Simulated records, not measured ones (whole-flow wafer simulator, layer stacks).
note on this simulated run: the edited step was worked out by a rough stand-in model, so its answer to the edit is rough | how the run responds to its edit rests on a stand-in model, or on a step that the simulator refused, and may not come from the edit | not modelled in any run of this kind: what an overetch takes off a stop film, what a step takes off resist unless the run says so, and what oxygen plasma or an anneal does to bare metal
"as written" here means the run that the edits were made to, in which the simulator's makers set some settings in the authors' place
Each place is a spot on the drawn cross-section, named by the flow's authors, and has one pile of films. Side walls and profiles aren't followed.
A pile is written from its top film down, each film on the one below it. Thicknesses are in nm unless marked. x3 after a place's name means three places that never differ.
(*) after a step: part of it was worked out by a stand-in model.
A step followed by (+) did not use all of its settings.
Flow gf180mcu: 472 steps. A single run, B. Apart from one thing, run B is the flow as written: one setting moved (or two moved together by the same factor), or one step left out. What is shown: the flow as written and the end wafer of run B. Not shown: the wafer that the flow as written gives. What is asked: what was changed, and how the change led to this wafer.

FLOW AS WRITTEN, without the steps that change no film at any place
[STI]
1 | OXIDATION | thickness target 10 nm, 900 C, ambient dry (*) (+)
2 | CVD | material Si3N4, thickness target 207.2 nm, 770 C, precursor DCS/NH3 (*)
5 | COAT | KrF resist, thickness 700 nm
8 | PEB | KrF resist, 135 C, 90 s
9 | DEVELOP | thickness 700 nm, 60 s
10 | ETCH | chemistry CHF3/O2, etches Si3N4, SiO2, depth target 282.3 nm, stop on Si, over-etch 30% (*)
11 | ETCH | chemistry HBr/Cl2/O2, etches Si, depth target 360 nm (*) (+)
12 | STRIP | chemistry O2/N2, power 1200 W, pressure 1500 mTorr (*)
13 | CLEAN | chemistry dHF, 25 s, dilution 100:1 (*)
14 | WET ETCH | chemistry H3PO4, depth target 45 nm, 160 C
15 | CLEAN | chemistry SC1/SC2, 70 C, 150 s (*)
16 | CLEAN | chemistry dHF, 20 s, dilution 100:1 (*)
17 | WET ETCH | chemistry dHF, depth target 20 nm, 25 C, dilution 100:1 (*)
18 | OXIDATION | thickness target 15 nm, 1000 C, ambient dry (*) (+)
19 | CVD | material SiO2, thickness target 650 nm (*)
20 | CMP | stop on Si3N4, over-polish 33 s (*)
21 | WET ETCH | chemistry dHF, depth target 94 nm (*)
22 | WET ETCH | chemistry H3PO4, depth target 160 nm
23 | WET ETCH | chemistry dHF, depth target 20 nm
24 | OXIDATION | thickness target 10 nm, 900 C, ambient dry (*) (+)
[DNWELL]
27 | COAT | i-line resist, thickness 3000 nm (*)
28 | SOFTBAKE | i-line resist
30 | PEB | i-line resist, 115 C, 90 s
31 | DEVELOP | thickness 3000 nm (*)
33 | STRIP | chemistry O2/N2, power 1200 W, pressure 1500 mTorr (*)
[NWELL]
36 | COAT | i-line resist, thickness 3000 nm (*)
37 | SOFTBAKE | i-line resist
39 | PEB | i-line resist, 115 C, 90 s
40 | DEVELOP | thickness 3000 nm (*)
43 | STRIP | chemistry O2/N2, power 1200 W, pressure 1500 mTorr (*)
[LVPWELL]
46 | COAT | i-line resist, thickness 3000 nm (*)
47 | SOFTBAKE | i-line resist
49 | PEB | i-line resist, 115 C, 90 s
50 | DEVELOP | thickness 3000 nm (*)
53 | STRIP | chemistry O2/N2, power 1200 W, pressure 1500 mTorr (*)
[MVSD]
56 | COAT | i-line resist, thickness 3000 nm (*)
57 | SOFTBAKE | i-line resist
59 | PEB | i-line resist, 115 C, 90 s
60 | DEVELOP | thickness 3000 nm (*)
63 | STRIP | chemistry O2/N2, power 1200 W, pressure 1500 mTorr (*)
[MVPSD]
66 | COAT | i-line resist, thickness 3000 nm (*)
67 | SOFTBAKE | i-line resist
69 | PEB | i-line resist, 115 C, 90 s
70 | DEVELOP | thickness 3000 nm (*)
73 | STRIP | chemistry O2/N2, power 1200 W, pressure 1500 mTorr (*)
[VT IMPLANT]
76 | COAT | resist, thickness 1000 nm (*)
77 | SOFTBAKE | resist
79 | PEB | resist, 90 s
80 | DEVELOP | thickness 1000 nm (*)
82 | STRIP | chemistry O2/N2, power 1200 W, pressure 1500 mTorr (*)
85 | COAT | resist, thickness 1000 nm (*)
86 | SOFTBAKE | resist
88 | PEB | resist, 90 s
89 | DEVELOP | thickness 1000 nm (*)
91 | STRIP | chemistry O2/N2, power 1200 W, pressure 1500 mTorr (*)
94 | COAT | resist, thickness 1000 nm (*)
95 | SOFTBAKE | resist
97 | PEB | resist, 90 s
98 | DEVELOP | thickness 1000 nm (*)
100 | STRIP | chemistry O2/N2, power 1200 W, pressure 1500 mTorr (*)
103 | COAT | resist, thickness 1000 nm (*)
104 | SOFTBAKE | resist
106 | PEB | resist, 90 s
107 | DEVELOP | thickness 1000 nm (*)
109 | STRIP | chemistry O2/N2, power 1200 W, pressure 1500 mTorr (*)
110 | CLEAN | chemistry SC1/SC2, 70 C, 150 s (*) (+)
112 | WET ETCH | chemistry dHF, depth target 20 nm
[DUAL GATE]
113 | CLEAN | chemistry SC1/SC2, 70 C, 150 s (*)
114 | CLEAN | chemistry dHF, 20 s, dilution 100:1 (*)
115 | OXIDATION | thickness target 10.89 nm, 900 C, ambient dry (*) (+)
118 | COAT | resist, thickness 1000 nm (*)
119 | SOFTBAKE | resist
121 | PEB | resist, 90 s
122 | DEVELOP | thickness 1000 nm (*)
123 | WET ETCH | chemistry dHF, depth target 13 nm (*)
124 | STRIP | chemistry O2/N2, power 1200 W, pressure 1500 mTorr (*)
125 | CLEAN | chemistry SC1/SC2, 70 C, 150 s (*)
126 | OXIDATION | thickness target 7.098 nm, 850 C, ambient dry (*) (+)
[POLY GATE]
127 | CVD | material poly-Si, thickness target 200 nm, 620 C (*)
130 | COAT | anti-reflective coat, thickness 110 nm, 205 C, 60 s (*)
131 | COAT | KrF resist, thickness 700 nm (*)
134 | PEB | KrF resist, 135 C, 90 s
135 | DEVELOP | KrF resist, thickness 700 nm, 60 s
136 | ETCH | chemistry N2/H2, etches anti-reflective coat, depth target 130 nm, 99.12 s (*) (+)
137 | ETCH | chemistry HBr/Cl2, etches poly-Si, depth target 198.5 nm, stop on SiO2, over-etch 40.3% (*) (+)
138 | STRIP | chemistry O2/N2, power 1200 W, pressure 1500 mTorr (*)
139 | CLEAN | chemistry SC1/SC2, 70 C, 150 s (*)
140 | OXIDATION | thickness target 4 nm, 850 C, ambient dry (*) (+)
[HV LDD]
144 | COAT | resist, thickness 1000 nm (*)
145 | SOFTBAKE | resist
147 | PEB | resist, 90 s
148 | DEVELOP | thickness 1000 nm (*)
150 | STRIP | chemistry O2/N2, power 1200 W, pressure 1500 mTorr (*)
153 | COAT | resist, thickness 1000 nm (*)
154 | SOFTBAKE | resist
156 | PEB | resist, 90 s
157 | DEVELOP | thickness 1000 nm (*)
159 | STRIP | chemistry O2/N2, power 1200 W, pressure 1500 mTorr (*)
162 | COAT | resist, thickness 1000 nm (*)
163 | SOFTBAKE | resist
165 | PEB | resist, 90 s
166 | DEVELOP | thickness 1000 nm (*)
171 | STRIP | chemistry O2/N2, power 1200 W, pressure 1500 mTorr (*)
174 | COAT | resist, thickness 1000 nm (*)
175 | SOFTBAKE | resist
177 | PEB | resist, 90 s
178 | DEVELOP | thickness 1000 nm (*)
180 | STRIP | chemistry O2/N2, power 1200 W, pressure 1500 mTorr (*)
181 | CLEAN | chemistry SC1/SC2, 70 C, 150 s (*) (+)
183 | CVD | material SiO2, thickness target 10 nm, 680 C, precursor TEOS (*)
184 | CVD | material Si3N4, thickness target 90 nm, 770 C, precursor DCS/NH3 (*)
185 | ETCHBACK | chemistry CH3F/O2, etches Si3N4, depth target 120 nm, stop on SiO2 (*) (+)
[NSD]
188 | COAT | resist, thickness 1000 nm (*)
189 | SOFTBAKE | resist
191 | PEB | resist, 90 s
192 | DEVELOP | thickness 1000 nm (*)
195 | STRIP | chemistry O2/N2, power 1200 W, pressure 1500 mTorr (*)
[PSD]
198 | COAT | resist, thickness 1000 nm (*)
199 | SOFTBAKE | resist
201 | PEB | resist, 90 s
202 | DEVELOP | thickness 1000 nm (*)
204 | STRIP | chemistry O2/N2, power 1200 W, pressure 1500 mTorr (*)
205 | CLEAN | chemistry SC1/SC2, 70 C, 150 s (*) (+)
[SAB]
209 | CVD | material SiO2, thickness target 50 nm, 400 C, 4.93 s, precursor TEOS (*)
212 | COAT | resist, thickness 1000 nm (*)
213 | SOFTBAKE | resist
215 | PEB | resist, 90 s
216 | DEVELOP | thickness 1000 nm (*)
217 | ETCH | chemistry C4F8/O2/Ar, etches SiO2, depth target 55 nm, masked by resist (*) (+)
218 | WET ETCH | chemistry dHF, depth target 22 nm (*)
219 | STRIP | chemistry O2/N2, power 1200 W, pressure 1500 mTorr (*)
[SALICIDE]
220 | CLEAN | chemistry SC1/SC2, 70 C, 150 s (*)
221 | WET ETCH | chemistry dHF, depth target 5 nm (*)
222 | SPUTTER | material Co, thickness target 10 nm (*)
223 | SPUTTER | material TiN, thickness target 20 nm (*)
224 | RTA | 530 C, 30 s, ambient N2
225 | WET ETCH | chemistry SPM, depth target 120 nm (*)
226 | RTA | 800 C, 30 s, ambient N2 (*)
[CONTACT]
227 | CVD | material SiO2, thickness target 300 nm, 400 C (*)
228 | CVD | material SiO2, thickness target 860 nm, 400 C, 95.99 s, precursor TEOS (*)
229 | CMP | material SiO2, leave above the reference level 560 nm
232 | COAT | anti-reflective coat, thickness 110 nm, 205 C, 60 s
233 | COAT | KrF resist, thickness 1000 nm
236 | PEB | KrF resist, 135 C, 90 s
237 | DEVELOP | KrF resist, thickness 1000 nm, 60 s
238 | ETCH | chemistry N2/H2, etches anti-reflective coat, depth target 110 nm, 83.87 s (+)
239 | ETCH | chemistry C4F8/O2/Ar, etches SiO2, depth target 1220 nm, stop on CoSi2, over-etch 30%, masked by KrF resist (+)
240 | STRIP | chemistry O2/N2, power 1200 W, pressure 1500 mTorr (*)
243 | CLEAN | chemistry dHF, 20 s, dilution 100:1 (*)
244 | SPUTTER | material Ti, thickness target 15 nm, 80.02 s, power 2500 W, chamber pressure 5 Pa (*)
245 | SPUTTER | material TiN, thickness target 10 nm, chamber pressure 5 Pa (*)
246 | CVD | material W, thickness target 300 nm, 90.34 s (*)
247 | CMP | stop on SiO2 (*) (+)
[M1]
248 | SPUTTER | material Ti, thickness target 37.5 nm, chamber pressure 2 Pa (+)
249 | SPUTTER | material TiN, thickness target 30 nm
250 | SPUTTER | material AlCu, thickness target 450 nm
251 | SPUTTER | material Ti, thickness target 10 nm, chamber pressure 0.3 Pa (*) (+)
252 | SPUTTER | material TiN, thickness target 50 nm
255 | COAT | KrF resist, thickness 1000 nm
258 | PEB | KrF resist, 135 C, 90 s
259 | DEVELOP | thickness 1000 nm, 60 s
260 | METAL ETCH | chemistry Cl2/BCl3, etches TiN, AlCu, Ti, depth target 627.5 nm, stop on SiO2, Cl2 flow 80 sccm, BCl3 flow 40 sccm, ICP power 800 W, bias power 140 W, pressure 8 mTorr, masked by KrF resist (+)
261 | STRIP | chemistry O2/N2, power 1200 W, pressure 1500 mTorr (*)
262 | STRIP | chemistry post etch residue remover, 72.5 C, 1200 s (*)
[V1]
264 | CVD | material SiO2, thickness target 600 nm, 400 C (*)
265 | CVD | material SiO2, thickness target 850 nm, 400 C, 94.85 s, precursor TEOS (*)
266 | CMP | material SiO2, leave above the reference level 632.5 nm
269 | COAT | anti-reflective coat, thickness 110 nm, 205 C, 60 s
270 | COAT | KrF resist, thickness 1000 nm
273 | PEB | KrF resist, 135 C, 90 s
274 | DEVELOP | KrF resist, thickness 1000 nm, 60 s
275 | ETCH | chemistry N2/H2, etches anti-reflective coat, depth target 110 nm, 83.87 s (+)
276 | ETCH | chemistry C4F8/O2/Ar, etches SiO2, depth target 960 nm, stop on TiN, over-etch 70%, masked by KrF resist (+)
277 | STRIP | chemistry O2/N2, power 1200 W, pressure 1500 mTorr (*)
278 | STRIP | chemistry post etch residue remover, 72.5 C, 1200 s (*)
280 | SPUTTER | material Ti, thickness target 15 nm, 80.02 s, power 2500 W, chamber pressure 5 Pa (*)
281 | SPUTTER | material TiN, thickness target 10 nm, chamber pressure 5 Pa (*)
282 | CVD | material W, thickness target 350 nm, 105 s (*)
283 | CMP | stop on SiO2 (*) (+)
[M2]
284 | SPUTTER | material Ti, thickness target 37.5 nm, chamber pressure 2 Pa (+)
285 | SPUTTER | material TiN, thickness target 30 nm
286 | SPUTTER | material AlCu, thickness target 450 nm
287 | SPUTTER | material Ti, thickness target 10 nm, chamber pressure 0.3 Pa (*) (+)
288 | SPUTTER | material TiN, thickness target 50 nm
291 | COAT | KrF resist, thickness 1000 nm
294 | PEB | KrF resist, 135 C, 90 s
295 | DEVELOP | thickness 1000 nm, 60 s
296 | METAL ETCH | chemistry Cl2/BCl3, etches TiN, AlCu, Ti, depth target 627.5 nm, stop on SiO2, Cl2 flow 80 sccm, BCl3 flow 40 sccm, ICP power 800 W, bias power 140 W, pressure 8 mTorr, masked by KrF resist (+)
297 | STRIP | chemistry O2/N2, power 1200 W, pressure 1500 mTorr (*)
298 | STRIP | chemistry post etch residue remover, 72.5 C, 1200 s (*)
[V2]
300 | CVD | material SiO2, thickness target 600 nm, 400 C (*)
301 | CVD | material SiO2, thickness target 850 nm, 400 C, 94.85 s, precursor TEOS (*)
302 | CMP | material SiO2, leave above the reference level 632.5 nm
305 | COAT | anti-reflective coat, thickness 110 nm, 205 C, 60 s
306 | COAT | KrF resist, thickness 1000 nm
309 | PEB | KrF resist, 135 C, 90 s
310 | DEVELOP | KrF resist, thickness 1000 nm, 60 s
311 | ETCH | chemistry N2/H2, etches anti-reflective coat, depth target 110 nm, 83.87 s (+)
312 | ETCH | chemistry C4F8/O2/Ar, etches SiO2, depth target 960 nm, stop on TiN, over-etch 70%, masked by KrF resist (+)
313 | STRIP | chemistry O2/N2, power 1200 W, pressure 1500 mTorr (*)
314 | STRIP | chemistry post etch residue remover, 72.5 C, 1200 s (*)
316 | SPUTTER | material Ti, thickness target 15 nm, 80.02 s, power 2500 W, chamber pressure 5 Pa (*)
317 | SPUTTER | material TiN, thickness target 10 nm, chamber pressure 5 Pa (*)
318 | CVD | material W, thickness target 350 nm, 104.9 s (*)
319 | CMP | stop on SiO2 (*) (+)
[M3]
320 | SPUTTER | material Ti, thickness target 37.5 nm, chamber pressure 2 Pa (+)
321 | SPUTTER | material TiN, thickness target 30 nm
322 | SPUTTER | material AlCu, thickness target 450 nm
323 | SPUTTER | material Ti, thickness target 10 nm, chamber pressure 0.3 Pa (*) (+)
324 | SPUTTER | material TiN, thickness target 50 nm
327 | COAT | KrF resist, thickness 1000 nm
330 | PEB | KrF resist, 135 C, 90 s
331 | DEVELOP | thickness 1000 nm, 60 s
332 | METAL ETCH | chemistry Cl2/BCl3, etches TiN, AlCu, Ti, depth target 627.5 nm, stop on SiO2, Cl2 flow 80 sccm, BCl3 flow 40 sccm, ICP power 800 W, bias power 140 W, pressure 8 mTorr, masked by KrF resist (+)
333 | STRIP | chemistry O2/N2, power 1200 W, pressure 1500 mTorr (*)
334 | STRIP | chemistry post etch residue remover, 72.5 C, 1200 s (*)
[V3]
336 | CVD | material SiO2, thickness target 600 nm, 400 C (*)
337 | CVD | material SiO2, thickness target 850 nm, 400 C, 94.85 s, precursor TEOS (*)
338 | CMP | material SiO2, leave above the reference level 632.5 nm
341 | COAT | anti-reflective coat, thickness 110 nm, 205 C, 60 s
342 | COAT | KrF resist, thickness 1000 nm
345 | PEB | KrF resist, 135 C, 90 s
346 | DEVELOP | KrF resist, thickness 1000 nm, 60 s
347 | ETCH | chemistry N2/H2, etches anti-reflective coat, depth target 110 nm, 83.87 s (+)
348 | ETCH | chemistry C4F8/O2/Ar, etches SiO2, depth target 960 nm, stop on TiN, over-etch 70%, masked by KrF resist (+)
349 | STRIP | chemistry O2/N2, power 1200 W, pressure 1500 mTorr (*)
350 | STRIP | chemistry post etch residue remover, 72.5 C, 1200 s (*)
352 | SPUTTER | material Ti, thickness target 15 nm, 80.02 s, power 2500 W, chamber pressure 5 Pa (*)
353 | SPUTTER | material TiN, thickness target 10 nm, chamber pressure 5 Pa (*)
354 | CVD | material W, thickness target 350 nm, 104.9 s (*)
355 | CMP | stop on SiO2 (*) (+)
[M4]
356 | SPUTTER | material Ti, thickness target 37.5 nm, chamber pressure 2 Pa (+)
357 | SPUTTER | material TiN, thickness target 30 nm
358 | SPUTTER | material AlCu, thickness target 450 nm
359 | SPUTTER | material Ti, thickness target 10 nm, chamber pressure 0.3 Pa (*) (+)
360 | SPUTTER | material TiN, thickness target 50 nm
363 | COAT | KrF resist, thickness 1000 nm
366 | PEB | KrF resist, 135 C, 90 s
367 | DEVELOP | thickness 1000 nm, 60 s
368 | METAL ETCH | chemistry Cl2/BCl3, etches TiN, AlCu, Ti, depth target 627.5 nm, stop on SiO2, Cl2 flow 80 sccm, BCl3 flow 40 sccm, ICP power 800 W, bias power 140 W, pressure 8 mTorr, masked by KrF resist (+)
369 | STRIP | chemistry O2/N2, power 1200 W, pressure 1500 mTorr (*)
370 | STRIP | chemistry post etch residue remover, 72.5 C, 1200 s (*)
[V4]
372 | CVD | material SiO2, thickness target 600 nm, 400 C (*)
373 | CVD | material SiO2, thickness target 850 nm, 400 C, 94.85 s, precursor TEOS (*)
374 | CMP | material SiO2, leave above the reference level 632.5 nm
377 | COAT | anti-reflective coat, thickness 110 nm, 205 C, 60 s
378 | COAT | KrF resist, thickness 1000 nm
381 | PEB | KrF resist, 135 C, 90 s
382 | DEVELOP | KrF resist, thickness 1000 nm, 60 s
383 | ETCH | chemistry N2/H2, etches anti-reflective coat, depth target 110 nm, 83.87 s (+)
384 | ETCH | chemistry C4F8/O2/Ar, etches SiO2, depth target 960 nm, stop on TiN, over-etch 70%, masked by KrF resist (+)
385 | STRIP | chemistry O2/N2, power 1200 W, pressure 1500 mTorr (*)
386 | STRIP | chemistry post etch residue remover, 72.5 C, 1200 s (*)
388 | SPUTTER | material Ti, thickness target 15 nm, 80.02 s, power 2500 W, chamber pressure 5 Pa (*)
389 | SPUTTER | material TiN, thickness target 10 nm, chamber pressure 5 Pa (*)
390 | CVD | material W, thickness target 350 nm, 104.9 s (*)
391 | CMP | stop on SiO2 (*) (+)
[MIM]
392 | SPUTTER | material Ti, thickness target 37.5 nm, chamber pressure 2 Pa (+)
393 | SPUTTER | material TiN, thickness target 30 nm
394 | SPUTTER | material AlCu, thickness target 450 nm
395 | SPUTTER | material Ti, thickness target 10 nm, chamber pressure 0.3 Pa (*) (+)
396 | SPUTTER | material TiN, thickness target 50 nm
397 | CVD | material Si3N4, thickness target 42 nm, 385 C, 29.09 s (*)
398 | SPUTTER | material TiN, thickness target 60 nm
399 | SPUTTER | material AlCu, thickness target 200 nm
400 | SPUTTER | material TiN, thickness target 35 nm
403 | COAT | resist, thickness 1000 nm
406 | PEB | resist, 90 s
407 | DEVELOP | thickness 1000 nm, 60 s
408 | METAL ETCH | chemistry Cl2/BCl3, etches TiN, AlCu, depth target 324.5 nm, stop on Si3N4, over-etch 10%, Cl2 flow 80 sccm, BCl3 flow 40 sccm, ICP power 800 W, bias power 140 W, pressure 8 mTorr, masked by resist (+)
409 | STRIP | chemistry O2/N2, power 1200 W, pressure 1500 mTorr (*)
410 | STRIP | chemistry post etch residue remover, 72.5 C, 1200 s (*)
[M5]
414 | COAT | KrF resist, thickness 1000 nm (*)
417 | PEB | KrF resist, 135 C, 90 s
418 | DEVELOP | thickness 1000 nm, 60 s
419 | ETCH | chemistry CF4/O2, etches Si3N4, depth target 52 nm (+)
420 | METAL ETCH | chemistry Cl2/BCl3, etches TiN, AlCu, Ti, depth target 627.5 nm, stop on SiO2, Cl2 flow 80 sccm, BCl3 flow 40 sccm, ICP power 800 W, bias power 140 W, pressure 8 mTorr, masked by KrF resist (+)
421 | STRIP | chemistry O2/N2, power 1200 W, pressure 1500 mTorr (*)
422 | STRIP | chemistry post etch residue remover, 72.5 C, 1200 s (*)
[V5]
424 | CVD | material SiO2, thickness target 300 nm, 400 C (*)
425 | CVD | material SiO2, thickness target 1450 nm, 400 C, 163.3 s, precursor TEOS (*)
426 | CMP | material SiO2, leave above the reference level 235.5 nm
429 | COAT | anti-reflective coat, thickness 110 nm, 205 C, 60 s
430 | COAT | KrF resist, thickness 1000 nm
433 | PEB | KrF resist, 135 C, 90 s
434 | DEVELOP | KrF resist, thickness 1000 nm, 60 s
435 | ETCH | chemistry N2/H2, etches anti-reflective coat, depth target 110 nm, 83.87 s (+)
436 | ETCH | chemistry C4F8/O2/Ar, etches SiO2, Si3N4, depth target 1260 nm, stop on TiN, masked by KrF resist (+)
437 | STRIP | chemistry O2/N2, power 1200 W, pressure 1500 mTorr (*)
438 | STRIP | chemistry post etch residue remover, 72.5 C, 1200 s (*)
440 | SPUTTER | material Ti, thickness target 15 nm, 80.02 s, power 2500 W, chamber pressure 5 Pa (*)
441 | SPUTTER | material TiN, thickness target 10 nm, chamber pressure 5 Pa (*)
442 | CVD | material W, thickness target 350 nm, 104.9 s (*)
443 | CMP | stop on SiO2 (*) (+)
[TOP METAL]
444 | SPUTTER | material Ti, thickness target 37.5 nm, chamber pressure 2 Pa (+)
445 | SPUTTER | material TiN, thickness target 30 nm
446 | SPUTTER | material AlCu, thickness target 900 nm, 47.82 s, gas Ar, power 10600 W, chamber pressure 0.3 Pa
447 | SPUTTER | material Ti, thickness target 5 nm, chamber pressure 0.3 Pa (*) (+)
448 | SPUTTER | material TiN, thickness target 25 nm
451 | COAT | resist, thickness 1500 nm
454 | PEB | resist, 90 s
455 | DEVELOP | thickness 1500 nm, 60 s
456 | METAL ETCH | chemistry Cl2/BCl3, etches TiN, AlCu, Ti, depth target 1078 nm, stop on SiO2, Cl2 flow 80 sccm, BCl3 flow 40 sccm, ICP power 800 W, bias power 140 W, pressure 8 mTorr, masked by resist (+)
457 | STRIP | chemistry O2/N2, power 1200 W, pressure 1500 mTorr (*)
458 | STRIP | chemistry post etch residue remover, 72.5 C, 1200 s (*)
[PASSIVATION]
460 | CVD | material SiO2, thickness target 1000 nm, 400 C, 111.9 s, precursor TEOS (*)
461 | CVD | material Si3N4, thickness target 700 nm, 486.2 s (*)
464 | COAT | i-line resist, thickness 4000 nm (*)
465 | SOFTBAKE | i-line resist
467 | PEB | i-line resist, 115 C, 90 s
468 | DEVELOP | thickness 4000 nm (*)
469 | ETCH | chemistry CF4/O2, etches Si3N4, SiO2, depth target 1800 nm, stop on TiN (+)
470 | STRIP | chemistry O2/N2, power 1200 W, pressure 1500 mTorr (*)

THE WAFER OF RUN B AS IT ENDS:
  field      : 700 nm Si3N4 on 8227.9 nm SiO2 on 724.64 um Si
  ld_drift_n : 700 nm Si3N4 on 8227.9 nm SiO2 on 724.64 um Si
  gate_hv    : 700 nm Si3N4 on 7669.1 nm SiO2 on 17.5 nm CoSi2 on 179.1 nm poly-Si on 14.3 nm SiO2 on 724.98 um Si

The reason: step 222, SPUTTER: thickness target 5 nm was run, whereas the flow has thickness target 10 nm.

How this came from the change, step by step:
  222 | SPUTTER | material Co, thickness target 10 nm (*)
      field, field__w7, field__w8 and 71 more: Co gains 5 (new film) (as written it would have been: Co gains 10 (new film))
      field__w6, field_sub: Co gains 4.98 (new film) (as written it would have been: Co gains 9.95 (new film))
      (as well as at 35 more places)
  224 | RTA | 530 C, 30 s, ambient N2
      gate, gate_hv, gate_p and 22 more: under 1 film: CoSi gains 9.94 (new film), Co loses 5 (all of it), poly-Si loses 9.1 (as written it would have been: under 1 film: CoSi gains 19.9 (new film), Co loses 10 (all of it), poly-Si loses 18.2)
      active, p_well, sd_n and 11 more: under 1 film: CoSi gains 9.94 (new film), Co loses 5 (all of it), Si loses 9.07 (as written it would have been: under 1 film: CoSi gains 19.9 (new film), Co loses 10 (all of it), Si loses 18.1)
      (as well as at 10 more places)
  225 | WET ETCH | chemistry SPM, depth target 120 nm (*)
      field, field__w7, field__w8 and 32 more: TiN loses 20 (all of it), Co loses 5 (all of it) (as written it would have been: TiN loses 20 (all of it), Co loses 10 (all of it))
      field__w9, nw_enc_fld_lv__w3: TiN loses 19.1 (all of it), Co loses 4.8 (all of it) (as written it would have been: TiN loses 19.1 (all of it), Co loses 9.6 (all of it))
      (as well as at 25 more places)
  226 | RTA | 800 C, 30 s, ambient N2 (*)
      gate, gate_hv, gate_p and 22 more: CoSi2 gains 17.5 (new film), CoSi loses 9.94 (all of it), poly-Si loses 9.1 (as written it would have been: CoSi2 gains 35 (new film), CoSi loses 19.9 (all of it), poly-Si loses 18.2)
      active, p_well, sd_n and 11 more: CoSi2 gains 17.5 (new film), CoSi loses 9.94 (all of it), Si loses 9.07 (as written it would have been: CoSi2 gains 35 (new film), CoSi loses 19.9 (all of it), Si loses 18.1)
      (as well as at 10 more places)
